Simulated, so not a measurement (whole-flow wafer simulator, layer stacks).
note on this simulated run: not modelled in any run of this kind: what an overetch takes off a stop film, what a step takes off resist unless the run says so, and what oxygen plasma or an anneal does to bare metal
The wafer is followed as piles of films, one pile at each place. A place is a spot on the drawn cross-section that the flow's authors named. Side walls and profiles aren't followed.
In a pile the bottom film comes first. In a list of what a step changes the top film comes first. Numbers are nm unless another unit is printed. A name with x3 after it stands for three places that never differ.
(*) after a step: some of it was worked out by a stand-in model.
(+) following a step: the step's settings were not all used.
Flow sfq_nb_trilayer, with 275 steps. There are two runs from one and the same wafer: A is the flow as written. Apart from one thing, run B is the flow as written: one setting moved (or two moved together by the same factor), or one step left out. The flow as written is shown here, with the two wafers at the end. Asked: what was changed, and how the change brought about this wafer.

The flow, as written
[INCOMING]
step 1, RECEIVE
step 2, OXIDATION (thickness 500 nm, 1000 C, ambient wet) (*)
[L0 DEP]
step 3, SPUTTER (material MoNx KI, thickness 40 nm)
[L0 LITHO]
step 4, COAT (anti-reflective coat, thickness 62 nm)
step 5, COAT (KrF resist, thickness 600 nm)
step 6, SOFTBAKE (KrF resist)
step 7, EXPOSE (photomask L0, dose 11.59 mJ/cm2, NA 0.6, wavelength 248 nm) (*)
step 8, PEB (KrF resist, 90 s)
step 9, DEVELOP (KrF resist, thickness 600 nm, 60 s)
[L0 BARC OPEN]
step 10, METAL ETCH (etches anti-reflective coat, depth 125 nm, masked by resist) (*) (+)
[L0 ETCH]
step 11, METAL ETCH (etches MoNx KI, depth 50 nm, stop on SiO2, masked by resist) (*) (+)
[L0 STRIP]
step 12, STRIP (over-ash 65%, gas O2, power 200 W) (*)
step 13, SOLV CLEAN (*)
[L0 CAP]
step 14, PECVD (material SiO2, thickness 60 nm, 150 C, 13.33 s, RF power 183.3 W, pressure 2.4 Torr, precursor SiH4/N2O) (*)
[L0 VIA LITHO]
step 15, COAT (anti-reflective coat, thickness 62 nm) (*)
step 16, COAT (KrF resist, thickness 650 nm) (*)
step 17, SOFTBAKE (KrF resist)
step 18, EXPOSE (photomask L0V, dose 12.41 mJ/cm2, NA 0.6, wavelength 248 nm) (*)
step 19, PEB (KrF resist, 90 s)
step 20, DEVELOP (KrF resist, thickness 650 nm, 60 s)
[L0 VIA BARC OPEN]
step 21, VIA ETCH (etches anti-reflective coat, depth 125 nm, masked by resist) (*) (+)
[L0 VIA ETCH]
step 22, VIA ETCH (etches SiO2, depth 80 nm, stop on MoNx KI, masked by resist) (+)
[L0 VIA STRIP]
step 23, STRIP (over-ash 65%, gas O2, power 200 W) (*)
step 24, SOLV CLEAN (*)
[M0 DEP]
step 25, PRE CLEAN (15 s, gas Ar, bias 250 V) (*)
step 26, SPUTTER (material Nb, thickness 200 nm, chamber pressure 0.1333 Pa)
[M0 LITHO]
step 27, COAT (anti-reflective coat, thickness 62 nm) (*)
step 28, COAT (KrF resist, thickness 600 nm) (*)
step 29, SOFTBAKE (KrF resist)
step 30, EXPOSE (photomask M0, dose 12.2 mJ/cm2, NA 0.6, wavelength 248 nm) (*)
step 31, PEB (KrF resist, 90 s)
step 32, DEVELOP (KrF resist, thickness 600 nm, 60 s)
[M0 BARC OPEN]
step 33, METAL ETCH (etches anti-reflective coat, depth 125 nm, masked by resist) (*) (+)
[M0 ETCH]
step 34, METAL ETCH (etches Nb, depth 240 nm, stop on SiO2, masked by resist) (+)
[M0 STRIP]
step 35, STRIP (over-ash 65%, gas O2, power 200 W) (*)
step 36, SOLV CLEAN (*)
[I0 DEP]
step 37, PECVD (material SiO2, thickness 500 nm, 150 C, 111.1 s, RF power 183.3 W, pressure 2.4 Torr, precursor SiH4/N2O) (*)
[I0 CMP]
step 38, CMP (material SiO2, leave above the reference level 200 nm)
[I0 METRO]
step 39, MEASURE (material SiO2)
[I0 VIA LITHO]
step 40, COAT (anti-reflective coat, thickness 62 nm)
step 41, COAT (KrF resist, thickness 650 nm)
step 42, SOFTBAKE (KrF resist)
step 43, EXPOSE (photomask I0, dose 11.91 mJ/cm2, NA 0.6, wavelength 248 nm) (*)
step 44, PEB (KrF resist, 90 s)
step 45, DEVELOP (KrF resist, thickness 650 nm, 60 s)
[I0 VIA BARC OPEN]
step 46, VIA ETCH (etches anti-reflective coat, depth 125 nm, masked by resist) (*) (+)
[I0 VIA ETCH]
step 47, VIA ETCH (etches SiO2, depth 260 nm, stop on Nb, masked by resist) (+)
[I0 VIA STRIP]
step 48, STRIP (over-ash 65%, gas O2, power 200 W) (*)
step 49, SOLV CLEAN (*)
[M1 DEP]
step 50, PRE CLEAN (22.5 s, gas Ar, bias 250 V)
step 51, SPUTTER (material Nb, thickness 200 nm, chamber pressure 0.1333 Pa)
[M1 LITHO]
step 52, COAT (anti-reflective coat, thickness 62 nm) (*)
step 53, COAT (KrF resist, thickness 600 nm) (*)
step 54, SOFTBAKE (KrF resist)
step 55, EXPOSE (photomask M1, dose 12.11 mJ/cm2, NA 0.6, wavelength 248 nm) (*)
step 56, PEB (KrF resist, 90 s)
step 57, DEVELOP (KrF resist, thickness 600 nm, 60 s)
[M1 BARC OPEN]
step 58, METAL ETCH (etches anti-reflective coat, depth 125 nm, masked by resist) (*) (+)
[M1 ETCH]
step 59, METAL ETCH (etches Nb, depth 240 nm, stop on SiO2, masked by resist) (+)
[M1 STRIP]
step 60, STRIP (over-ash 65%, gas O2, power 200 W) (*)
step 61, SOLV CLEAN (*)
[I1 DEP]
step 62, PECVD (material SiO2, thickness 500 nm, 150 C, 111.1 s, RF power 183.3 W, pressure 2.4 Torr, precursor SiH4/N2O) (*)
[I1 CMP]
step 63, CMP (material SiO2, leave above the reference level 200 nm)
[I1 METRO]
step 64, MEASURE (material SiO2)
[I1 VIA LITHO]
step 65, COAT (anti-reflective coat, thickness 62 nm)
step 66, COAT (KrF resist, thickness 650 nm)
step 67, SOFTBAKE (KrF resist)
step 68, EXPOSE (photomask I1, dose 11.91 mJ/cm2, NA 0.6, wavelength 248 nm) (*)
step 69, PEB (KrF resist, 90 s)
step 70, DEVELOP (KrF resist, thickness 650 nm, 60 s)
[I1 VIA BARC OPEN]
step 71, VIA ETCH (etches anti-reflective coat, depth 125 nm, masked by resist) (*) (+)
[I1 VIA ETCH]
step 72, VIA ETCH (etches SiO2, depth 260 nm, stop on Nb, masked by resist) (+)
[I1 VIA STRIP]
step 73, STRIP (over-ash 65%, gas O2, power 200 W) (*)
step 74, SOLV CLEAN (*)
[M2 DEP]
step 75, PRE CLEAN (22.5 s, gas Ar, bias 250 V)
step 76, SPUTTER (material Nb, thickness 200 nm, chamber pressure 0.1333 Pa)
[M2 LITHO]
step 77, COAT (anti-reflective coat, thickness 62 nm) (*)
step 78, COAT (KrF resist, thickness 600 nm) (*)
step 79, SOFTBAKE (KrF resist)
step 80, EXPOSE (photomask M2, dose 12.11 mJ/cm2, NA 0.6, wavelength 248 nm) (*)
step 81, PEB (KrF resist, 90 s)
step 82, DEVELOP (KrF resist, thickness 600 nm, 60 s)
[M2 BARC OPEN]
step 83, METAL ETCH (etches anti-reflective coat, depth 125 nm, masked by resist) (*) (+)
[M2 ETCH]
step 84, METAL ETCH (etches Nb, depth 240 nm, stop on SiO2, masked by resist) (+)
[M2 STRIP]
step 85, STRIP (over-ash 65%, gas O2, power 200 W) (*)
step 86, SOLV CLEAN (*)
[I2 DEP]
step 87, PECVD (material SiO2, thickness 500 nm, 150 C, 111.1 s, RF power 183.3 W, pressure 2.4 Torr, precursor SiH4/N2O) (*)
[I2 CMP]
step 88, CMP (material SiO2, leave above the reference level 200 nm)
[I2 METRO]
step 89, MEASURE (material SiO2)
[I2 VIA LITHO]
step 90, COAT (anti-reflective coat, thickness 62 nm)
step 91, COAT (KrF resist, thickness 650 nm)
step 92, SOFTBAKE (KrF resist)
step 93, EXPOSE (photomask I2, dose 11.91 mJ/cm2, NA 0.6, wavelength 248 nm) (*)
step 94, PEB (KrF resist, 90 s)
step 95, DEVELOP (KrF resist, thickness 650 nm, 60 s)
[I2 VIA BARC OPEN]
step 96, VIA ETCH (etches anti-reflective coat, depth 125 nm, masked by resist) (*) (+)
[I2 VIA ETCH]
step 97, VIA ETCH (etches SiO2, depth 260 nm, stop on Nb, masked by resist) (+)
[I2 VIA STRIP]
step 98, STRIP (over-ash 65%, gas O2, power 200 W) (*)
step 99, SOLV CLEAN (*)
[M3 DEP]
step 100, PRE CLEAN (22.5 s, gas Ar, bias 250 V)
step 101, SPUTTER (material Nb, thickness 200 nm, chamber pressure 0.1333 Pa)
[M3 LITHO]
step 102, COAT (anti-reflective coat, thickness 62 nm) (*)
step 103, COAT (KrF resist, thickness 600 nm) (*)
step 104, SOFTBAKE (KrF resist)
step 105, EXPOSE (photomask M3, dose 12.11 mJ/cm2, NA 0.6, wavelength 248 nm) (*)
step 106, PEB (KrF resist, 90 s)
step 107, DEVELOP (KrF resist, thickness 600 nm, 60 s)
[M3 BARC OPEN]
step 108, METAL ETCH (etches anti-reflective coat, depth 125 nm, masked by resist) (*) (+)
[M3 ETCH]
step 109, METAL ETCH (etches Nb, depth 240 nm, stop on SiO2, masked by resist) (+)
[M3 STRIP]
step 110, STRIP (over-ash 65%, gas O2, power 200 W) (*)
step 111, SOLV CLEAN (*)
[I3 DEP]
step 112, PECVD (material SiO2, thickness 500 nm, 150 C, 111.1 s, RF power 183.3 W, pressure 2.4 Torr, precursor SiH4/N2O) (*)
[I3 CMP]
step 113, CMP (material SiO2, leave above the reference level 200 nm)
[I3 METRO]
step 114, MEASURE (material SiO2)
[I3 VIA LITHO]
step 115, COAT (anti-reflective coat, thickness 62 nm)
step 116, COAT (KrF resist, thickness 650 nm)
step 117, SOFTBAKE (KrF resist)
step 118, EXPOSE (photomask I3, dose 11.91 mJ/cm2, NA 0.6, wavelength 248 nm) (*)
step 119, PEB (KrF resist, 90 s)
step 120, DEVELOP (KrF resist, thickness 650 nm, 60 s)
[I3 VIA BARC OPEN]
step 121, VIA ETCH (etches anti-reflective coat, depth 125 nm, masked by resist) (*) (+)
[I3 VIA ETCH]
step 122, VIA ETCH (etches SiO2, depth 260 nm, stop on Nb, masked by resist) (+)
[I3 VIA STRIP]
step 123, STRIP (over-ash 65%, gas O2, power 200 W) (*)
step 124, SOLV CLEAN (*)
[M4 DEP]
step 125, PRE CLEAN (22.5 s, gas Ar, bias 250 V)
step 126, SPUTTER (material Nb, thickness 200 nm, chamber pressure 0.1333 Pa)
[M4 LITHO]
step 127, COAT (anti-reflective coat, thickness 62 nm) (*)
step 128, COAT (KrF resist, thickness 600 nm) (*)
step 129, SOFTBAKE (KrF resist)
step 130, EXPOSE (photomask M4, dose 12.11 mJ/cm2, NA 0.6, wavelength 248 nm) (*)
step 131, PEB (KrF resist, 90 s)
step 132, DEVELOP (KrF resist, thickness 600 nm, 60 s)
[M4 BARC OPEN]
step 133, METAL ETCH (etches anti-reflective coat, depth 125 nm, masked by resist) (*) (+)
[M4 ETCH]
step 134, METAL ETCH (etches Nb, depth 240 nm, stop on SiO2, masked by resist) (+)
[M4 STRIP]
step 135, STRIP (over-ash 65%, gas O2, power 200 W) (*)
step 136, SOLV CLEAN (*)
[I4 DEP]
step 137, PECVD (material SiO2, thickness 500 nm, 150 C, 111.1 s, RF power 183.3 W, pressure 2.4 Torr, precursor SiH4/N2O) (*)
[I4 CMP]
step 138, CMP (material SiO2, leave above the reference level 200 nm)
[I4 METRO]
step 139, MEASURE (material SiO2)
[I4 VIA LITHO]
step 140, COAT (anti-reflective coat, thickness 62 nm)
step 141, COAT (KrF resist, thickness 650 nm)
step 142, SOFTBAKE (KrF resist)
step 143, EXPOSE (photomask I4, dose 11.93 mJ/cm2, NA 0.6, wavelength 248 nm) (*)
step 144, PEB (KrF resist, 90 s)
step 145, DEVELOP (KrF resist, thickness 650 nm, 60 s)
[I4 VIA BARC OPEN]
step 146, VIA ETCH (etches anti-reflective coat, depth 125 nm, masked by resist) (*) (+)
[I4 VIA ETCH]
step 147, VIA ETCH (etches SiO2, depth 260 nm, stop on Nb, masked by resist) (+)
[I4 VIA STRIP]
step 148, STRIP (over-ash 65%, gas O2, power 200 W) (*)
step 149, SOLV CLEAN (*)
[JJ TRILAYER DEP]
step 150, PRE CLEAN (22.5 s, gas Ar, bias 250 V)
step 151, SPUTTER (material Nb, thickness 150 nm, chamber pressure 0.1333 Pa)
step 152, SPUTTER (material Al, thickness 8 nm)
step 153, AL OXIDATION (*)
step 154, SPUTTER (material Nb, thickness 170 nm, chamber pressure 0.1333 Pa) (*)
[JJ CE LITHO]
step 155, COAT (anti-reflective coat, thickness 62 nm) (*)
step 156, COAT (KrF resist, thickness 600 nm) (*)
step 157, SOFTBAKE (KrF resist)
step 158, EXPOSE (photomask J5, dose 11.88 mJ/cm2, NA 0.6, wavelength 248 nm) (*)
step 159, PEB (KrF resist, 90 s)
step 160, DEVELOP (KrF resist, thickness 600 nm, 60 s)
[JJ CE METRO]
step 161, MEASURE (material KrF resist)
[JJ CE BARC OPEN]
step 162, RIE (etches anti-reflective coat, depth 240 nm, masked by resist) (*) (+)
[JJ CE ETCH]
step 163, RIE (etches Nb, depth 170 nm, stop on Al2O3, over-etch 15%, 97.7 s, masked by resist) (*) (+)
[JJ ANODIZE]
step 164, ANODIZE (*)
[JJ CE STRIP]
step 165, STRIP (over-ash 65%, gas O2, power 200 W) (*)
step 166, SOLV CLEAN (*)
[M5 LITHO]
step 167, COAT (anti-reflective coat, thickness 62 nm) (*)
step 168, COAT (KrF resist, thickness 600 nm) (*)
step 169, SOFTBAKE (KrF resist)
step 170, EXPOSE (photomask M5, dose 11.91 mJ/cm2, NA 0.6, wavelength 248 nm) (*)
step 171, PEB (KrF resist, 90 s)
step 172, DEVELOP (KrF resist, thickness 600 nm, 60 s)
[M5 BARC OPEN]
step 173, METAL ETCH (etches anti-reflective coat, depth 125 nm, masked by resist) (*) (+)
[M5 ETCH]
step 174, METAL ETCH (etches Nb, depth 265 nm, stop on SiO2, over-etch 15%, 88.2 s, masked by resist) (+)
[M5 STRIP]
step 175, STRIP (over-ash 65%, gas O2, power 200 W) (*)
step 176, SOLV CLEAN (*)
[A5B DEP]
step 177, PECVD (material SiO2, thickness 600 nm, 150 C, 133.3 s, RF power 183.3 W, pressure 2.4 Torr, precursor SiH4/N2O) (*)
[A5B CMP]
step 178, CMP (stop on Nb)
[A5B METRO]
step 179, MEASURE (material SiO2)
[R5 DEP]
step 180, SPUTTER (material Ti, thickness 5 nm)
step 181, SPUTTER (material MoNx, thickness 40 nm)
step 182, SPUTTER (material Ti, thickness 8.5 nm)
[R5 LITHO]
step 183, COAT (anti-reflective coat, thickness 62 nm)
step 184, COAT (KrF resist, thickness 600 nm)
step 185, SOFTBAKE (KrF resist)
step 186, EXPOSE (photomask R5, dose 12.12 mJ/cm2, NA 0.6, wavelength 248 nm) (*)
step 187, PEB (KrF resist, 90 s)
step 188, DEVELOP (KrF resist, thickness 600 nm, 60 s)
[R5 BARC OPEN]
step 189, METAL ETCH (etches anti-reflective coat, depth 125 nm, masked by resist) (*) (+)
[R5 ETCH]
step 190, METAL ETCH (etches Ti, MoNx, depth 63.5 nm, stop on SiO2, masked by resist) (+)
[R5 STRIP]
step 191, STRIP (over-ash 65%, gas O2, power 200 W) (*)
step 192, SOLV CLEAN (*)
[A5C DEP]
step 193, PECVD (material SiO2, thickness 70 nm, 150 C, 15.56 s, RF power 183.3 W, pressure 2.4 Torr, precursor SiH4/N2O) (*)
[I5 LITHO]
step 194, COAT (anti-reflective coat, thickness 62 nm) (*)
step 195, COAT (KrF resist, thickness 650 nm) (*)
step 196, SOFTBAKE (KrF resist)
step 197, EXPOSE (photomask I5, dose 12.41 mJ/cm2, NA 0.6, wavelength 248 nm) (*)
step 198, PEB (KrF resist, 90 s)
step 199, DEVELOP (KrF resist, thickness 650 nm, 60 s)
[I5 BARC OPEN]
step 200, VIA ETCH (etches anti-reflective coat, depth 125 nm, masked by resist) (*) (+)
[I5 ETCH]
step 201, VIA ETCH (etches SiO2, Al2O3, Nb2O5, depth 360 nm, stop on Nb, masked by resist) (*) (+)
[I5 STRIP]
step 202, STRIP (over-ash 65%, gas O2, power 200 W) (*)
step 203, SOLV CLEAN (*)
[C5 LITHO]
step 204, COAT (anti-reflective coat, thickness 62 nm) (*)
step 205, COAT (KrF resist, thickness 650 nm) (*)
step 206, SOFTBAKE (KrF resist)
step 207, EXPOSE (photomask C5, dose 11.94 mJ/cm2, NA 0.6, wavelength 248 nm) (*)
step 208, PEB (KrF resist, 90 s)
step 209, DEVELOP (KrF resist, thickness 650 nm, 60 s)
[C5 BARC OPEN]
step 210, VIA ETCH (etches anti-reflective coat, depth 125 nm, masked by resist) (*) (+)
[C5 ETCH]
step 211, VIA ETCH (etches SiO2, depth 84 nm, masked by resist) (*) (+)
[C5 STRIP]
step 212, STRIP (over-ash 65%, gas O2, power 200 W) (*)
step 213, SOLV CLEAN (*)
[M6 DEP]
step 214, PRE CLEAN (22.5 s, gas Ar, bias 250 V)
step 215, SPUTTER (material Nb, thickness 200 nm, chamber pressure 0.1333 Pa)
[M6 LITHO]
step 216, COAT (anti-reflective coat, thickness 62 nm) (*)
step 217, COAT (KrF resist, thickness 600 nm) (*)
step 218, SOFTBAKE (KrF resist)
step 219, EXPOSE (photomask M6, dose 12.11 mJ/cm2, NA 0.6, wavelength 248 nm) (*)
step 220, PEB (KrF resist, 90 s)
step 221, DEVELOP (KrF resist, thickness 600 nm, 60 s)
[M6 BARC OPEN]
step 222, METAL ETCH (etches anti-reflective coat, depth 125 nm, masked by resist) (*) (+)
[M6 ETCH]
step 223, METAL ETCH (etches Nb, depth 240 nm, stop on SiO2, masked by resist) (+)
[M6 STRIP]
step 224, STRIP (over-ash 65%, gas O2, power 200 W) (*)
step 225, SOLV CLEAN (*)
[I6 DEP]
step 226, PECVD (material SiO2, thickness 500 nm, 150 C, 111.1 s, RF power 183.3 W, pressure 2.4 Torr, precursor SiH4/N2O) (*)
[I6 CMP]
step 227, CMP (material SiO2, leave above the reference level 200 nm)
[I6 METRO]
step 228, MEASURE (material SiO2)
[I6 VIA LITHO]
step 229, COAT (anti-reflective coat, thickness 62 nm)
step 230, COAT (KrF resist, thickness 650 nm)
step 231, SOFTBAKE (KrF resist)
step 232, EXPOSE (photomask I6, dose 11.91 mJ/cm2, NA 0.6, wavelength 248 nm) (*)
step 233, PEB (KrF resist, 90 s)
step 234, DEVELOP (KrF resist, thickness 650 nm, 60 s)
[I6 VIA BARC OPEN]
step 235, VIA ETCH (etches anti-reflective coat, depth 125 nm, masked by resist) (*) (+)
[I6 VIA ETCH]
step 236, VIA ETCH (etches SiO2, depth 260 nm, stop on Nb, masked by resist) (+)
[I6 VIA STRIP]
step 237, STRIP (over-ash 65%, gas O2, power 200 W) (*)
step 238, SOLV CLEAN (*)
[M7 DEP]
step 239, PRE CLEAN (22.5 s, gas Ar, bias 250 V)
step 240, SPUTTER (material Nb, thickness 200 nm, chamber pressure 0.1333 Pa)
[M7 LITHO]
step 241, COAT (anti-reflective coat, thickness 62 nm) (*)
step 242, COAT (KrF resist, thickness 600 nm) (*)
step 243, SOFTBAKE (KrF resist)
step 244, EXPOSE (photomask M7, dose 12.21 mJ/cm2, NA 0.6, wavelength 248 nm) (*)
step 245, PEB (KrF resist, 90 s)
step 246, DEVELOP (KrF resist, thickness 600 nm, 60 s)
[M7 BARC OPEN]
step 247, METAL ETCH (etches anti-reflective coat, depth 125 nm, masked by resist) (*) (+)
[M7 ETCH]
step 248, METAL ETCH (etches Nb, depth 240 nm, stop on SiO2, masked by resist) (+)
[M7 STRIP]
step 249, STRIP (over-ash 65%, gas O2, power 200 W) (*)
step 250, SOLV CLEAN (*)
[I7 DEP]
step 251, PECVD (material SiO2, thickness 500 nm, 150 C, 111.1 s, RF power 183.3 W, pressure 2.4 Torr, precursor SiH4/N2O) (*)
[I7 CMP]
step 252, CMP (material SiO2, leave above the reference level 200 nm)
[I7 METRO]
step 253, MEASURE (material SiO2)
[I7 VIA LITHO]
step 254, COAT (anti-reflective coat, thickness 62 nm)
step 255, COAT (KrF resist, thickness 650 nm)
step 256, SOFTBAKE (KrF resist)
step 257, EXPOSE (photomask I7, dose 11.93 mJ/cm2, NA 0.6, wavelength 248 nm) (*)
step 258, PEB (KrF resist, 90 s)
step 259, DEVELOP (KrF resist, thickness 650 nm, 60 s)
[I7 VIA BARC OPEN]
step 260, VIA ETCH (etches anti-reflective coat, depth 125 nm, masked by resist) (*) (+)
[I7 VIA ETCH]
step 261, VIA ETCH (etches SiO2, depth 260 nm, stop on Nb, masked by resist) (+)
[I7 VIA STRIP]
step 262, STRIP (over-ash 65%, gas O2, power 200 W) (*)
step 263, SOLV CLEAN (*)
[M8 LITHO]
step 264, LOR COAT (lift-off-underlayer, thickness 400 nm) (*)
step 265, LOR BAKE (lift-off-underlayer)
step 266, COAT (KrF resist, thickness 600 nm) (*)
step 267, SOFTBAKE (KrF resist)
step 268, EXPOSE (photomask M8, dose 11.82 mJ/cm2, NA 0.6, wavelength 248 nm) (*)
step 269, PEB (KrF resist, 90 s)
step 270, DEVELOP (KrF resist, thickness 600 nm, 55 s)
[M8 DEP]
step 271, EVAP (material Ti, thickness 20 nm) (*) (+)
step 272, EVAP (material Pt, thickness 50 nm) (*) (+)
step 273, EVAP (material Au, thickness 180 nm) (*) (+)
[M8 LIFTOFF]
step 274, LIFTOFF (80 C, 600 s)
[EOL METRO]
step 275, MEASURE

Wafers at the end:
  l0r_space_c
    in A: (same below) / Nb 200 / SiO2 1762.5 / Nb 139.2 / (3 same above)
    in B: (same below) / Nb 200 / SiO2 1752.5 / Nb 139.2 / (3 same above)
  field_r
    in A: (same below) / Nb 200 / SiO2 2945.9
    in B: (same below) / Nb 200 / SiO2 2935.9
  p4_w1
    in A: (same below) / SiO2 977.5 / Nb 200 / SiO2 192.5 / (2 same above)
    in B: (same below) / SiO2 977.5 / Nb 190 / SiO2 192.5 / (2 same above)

What caused this: step 101, SPUTTER: thickness 190 nm was run, while the flow as written has thickness 200 nm.
The wafer lets one read it off: p4_w1 has Nb 190, and step 101 as written asks for 200 nm.

How this came from the change, step by step:
  step 101, SPUTTER (material Nb, thickness 200 nm, chamber pressure 0.1333 Pa)
      field_l, v_sur, via_wl and 102 more: A Nb gains 200 (new film) | B Nb gains 190 (new film)
      via_w: A Nb gains 165.5 | B Nb gains 157.2
  step 102, COAT (anti-reflective coat, thickness 62 nm) (*)
      via_wl, via_wr: A anti-reflective coat gains 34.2 (new film) | B anti-reflective coat gains 33.5 (new film)
  step 109, METAL ETCH (etches Nb, depth 240 nm, stop on SiO2, masked by resist) (+)
      field_l, be, be_sur and 72 more: A Nb loses 200 (all of it) | B Nb loses 190 (all of it)
  step 110, STRIP (over-ash 65%, gas O2, power 200 W) (*)
      via_wl: A KrF resist loses 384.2 (all of it), anti-reflective coat loses 34.2 (all of it) | B KrF resist loses 384.9 (all of it), anti-reflective coat loses 33.5 (all of it)
      via_wr: A KrF resist loses 384.2 (all of it), anti-reflective coat loses 34.2 (all of it) | B KrF resist loses 385 (all of it), anti-reflective coat loses 33.5 (all of it)
  step 113, CMP (material SiO2, leave above the reference level 200 nm)
      field_l, be, be_sur and 64 more: A SiO2 loses 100 | B SiO2 loses 110
